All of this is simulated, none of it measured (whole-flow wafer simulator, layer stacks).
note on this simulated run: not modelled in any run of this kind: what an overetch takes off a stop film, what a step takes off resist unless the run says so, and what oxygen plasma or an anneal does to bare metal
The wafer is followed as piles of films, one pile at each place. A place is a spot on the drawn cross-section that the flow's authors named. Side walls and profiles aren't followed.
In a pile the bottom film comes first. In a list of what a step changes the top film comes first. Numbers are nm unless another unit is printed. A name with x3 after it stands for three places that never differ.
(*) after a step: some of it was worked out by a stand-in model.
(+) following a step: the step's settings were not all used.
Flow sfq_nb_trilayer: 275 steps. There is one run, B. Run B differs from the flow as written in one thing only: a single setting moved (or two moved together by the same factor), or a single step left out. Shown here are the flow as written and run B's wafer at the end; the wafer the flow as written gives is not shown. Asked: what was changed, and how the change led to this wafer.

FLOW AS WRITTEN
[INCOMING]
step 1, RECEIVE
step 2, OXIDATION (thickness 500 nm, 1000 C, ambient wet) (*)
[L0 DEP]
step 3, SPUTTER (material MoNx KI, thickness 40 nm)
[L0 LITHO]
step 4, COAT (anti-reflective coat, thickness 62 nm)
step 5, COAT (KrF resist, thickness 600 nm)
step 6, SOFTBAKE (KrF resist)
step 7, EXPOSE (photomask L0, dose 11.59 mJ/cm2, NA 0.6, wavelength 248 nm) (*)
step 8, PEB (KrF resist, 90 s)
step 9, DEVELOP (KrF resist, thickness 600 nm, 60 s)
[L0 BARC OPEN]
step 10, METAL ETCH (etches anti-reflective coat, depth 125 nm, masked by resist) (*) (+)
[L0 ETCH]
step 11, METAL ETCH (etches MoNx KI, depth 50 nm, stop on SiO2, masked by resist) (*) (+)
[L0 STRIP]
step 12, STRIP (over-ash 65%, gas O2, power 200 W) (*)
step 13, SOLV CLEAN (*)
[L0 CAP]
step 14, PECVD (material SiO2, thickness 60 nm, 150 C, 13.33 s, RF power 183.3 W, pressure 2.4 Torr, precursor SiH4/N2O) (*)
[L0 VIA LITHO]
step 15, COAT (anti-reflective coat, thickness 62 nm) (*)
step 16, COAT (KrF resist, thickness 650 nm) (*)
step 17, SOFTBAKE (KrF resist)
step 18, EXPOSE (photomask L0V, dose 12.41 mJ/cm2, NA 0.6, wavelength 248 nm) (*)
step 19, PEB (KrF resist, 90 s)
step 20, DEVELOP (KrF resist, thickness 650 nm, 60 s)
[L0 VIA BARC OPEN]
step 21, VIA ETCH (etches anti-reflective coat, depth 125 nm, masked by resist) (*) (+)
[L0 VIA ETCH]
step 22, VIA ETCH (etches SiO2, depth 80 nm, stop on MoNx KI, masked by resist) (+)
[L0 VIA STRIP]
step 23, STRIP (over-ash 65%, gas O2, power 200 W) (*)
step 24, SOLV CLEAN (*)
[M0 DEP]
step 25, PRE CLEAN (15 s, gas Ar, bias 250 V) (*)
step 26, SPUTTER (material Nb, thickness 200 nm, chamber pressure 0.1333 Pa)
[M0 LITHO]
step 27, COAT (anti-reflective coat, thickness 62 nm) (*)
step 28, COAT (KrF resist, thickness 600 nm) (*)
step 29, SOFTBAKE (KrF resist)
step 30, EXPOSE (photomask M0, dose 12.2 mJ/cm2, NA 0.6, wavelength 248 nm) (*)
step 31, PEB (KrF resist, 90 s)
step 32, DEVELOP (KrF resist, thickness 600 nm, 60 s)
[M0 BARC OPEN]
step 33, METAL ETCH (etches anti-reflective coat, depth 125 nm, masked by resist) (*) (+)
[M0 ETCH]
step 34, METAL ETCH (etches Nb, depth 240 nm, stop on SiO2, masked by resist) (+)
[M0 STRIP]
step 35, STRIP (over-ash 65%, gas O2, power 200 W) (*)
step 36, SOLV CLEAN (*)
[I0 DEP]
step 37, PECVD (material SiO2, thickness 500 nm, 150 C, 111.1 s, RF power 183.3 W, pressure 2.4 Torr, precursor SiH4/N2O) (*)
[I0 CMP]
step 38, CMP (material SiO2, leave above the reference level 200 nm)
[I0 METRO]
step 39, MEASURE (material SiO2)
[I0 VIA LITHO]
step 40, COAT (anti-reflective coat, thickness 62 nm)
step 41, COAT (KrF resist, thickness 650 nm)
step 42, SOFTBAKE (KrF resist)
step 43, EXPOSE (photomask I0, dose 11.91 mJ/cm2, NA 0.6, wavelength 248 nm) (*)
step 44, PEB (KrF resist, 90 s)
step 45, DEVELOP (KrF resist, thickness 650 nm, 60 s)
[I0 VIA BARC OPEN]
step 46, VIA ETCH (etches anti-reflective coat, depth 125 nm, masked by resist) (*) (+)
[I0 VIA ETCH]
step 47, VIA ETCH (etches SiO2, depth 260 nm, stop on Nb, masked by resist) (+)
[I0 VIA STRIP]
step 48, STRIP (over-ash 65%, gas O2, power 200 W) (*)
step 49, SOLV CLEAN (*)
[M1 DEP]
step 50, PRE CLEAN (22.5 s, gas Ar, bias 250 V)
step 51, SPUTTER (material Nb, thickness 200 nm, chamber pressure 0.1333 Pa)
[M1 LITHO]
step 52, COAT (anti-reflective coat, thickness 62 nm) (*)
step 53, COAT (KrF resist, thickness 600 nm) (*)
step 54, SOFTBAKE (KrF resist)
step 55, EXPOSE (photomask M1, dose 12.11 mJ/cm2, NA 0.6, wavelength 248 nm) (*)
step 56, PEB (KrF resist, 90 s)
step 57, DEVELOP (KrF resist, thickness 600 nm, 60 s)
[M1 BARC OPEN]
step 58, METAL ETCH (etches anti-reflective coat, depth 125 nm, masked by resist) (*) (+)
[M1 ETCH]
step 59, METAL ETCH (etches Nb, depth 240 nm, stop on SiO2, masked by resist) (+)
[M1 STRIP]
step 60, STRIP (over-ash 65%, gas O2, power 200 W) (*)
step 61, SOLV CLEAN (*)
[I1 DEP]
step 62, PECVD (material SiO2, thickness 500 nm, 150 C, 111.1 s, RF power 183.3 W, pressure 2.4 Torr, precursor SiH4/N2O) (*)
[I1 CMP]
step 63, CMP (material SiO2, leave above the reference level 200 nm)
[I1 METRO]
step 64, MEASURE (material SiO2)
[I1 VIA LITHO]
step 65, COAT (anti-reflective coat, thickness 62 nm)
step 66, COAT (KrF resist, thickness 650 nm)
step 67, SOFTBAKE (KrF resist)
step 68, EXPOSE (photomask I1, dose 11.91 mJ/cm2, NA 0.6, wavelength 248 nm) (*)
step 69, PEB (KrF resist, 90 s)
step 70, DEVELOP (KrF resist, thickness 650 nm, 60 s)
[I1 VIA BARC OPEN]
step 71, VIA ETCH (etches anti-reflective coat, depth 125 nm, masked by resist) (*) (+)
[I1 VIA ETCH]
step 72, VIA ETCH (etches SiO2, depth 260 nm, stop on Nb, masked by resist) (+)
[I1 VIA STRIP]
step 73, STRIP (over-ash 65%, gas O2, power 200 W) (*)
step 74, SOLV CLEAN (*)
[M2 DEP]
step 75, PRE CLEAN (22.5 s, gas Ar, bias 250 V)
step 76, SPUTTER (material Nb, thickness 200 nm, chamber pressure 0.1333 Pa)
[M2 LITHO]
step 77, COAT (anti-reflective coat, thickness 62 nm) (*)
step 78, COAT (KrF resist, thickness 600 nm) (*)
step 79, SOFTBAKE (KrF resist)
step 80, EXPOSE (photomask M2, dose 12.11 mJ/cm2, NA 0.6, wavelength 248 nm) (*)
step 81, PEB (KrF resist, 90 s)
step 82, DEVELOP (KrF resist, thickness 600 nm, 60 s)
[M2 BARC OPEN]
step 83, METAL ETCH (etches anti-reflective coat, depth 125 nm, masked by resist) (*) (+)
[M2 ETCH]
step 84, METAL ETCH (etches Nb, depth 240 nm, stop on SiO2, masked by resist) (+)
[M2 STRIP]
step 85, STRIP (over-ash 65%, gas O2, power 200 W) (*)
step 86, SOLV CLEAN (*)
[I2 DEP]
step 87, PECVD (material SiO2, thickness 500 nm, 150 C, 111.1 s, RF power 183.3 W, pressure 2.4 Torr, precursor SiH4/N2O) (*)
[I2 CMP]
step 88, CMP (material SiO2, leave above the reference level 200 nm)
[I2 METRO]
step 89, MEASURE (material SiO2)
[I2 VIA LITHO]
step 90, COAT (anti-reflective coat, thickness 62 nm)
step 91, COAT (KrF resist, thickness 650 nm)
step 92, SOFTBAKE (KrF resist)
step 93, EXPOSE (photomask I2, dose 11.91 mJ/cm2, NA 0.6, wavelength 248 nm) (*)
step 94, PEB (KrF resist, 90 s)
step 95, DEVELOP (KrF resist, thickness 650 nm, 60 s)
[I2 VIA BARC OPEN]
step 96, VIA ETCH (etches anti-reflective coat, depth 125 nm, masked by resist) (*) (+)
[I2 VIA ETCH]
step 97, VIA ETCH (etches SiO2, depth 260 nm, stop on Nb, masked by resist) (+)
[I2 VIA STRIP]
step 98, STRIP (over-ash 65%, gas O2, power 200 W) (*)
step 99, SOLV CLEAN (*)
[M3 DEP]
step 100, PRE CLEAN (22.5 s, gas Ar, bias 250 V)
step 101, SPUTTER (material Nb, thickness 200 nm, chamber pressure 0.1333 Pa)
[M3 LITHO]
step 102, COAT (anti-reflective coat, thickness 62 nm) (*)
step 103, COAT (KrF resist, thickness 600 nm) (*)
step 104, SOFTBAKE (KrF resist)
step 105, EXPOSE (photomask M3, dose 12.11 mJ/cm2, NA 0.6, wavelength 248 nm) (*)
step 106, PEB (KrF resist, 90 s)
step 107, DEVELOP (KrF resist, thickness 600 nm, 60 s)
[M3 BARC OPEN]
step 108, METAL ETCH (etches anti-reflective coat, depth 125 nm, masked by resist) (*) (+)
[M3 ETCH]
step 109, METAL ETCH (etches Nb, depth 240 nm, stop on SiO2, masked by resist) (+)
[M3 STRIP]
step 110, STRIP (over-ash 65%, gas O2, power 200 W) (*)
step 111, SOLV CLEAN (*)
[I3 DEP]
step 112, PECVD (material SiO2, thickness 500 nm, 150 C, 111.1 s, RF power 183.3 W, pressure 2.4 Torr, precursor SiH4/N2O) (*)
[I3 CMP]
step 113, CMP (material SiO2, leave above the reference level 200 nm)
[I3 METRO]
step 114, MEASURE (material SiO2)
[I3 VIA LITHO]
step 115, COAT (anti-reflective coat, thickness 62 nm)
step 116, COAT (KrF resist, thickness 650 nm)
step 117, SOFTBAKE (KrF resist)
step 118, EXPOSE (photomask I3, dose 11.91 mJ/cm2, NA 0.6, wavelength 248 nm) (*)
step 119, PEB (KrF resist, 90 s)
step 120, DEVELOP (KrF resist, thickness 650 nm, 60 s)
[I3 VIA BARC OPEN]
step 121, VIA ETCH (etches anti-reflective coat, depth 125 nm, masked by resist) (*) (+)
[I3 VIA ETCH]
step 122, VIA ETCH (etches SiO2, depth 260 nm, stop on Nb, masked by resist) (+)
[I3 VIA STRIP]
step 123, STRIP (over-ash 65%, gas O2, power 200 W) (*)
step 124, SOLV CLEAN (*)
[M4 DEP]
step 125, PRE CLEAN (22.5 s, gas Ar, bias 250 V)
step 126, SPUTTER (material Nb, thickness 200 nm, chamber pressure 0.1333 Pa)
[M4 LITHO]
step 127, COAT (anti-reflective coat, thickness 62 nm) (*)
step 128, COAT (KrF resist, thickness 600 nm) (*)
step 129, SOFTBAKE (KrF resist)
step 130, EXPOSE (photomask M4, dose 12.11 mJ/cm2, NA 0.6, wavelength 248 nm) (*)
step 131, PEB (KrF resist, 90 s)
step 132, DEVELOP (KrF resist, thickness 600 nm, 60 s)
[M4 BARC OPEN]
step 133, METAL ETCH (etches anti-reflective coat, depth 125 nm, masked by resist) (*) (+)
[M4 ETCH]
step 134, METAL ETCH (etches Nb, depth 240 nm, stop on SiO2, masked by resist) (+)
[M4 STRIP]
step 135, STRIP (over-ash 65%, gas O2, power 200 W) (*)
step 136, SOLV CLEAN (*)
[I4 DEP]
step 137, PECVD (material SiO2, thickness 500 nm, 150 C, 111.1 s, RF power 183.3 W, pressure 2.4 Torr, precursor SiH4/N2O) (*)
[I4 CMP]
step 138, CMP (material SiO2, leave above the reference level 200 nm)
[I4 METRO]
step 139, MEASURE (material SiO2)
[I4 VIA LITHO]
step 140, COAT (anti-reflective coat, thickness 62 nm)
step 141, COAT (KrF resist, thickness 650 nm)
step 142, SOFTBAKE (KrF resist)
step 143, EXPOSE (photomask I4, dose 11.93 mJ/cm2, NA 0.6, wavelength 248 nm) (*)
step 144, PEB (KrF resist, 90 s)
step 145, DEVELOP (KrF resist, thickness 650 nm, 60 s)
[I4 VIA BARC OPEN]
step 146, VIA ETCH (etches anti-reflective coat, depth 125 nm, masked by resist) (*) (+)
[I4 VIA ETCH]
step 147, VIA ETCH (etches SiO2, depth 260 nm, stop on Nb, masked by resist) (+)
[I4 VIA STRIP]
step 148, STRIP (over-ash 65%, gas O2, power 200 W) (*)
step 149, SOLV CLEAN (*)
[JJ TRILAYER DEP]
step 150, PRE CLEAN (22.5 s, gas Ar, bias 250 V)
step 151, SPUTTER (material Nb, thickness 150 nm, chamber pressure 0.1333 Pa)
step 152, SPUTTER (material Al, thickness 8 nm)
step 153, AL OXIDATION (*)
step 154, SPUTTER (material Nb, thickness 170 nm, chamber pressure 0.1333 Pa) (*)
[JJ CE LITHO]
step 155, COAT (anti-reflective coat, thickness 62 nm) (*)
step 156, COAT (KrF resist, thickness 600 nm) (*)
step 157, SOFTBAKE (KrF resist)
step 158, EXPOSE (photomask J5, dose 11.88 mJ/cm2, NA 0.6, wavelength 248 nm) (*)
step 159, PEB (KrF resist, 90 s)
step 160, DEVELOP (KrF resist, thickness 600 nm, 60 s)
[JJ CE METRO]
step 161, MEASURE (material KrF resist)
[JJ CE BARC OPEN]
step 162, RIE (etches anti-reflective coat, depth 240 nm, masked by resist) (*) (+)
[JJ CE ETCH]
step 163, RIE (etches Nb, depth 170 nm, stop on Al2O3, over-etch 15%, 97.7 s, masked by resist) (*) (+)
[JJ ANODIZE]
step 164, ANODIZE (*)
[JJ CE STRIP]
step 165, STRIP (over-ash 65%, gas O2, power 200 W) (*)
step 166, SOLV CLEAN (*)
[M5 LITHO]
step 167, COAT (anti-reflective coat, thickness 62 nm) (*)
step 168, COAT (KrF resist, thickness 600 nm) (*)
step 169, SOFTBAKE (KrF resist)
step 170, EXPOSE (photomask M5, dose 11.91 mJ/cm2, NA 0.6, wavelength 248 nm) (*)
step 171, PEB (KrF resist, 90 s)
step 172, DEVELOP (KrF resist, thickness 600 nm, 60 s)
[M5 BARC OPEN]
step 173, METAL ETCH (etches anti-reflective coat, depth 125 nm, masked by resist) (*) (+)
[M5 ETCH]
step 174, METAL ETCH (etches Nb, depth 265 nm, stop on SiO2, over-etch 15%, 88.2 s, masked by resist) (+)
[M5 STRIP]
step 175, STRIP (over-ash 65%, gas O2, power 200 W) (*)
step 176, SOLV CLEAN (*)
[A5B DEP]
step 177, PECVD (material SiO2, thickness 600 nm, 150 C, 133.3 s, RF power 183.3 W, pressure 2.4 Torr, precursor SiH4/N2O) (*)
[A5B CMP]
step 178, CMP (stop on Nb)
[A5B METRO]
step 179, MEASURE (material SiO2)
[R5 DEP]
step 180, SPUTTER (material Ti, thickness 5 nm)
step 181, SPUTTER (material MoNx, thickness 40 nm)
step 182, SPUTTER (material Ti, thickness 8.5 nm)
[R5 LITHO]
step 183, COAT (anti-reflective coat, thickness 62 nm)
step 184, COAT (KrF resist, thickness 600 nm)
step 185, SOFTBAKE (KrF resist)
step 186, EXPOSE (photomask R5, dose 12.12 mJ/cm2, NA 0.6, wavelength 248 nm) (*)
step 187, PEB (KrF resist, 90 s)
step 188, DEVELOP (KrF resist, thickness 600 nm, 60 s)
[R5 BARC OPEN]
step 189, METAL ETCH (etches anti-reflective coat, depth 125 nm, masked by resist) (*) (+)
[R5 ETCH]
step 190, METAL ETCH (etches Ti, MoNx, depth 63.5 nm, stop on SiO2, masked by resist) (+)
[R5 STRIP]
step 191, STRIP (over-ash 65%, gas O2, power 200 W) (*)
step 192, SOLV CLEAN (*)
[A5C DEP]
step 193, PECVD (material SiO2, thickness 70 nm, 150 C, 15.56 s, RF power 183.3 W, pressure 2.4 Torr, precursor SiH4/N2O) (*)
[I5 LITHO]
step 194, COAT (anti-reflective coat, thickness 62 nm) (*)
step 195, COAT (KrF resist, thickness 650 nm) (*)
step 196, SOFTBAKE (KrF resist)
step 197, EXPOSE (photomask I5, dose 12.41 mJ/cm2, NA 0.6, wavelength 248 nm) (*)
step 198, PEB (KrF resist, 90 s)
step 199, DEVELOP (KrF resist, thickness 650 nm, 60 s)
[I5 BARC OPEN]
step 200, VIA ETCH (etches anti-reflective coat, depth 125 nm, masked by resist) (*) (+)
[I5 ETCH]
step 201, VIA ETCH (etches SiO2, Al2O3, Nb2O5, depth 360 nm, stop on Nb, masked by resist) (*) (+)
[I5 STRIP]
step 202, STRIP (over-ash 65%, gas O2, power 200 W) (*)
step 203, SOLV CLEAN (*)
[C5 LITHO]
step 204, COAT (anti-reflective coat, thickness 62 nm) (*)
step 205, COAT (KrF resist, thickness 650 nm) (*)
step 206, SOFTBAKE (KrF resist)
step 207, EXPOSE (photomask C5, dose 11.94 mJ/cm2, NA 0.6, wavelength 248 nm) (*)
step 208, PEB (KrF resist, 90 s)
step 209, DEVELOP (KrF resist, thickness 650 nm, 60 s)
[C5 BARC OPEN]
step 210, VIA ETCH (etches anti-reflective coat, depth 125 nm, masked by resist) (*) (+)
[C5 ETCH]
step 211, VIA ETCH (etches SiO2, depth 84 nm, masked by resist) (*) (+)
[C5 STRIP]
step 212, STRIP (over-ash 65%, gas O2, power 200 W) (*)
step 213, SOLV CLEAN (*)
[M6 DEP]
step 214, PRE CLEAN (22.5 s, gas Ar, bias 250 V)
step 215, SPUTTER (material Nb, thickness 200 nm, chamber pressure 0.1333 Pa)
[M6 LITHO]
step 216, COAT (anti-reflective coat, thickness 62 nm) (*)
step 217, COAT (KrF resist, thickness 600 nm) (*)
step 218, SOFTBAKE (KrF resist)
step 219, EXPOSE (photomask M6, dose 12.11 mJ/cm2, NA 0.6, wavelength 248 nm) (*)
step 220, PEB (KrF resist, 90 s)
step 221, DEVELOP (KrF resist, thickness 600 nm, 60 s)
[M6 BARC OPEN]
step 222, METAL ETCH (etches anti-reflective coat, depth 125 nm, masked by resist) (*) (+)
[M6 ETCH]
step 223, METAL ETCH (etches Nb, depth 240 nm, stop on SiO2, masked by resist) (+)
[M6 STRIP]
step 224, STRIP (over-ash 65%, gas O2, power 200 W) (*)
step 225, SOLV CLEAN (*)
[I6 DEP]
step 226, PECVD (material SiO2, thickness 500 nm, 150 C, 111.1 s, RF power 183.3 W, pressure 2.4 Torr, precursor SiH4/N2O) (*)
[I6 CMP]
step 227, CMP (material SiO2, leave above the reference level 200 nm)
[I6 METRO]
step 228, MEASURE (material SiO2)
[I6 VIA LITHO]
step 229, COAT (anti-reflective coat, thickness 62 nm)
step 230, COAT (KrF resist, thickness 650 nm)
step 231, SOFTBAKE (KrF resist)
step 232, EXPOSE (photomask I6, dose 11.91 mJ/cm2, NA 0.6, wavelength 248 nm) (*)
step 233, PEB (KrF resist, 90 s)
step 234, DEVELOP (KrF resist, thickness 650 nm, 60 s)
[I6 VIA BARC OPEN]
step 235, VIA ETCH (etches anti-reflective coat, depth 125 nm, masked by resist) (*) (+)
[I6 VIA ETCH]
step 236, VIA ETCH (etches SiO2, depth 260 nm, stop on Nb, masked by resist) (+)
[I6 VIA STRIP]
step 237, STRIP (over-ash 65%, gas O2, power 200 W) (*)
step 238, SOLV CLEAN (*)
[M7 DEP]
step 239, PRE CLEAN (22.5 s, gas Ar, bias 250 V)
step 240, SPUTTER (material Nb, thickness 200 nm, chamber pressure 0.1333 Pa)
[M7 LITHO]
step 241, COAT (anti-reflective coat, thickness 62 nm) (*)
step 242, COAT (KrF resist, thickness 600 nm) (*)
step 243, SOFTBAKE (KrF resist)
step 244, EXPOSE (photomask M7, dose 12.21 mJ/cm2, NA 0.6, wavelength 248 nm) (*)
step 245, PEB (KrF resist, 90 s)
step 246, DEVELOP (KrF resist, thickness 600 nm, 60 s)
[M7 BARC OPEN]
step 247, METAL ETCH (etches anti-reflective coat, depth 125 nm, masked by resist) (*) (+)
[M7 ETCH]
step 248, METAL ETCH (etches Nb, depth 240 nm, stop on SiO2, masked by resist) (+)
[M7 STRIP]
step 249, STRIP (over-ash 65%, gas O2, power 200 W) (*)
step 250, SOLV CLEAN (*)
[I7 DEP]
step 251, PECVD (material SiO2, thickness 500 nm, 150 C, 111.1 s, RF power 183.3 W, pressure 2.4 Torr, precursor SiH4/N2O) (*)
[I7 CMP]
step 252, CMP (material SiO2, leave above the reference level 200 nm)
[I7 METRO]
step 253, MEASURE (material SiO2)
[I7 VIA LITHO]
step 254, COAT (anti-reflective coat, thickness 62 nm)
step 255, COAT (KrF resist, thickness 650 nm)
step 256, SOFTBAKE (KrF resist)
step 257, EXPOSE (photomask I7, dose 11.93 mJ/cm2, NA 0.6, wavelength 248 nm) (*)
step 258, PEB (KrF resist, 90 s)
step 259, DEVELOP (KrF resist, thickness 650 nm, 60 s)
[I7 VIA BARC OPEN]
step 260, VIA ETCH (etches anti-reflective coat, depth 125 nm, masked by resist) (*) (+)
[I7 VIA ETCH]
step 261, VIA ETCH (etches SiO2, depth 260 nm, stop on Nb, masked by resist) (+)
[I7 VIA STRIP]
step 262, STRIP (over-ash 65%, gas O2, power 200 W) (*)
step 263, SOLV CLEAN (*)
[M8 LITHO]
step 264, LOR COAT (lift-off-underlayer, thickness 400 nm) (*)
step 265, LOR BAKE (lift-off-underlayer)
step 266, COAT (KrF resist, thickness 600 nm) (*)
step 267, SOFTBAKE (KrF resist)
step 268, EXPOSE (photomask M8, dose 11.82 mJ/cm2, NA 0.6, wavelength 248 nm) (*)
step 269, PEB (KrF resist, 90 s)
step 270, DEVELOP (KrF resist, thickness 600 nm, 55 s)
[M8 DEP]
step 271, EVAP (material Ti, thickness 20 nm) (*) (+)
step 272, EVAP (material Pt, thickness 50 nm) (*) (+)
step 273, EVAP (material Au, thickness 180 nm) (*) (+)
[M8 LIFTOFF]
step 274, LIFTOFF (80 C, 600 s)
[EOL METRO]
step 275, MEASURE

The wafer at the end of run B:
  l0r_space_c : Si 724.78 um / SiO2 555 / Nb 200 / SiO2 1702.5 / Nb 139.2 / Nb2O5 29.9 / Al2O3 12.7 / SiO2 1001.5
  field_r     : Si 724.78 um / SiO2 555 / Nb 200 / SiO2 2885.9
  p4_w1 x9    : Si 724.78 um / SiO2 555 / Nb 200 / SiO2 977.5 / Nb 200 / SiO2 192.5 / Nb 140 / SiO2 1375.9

The reason: step 126, SPUTTER: thickness 140 nm was run, while the flow as written has thickness 200 nm.
One can read it off the wafer: p4_w1 x9 has Nb 140, and step 126 as written asks for 200 nm.

How this came from the change, step by step:
  step 126, SPUTTER (material Nb, thickness 200 nm, chamber pressure 0.1333 Pa)
      field_l, v_sur, via_wl and 102 more: Nb gains 140 (new film) (in the flow as written it would be: Nb gains 200 (new film))
      via_v: Nb gains 115.6 (in the flow as written it would be: Nb gains 165.5)
  step 127, COAT (anti-reflective coat, thickness 62 nm) (*)
      via_v: anti-reflective coat gains 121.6 (new film) (in the flow as written it would be: anti-reflective coat gains 124.8 (new film))
  step 134, METAL ETCH (etches Nb, depth 240 nm, stop on SiO2, masked by resist) (+)
      field_l, be, be_sur and 64 more: Nb loses 140 (all of it) (in the flow as written it would be: Nb loses 200 (all of it))
      v_sur, via_wl, via_w and 36 more: KrF resist loses 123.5 (in the flow as written it would be: KrF resist loses 141.2)
  step 135, STRIP (over-ash 65%, gas O2, power 200 W) (*)
      p4_fl x3, p4_w1 x9, p4_g1 x2 and 15 more: KrF resist loses 400 (all of it), anti-reflective coat loses 62 (all of it) (in the flow as written it would be: KrF resist loses 382.4 (all of it), anti-reflective coat loses 62 (all of it))
      ln_m5, lsp_m, ln_m6: KrF resist loses 399.6 (all of it), anti-reflective coat loses 61.8 (all of it) (in the flow as written it would be: KrF resist loses 381.9 (all of it), anti-reflective coat loses 61.8 (all of it))
      (as well as at 7 more places)
  step 137, PECVD (material SiO2, thickness 500 nm, 150 C, 111.1 s, RF power 183.3 W, pressure 2.4 Torr, precursor SiH4/N2O) (*)
      p3_s0 x6: SiO2 gains 500 (in the flow as written it would be: SiO2 gains 557.1)
      via_v: SiO2 gains 598.9 (new film) (in the flow as written it would be: SiO2 gains 615 (new film))
  step 138, CMP (material SiO2, leave above the reference level 200 nm)
      field_l, be, be_sur and 55 more: SiO2 loses 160 (in the flow as written it would be: SiO2 loses 100)
      lsp_r, l0_sur, l0v: SiO2 loses 154.3 (in the flow as written it would be: SiO2 loses 91.9)
      (as well as at 1 more place)
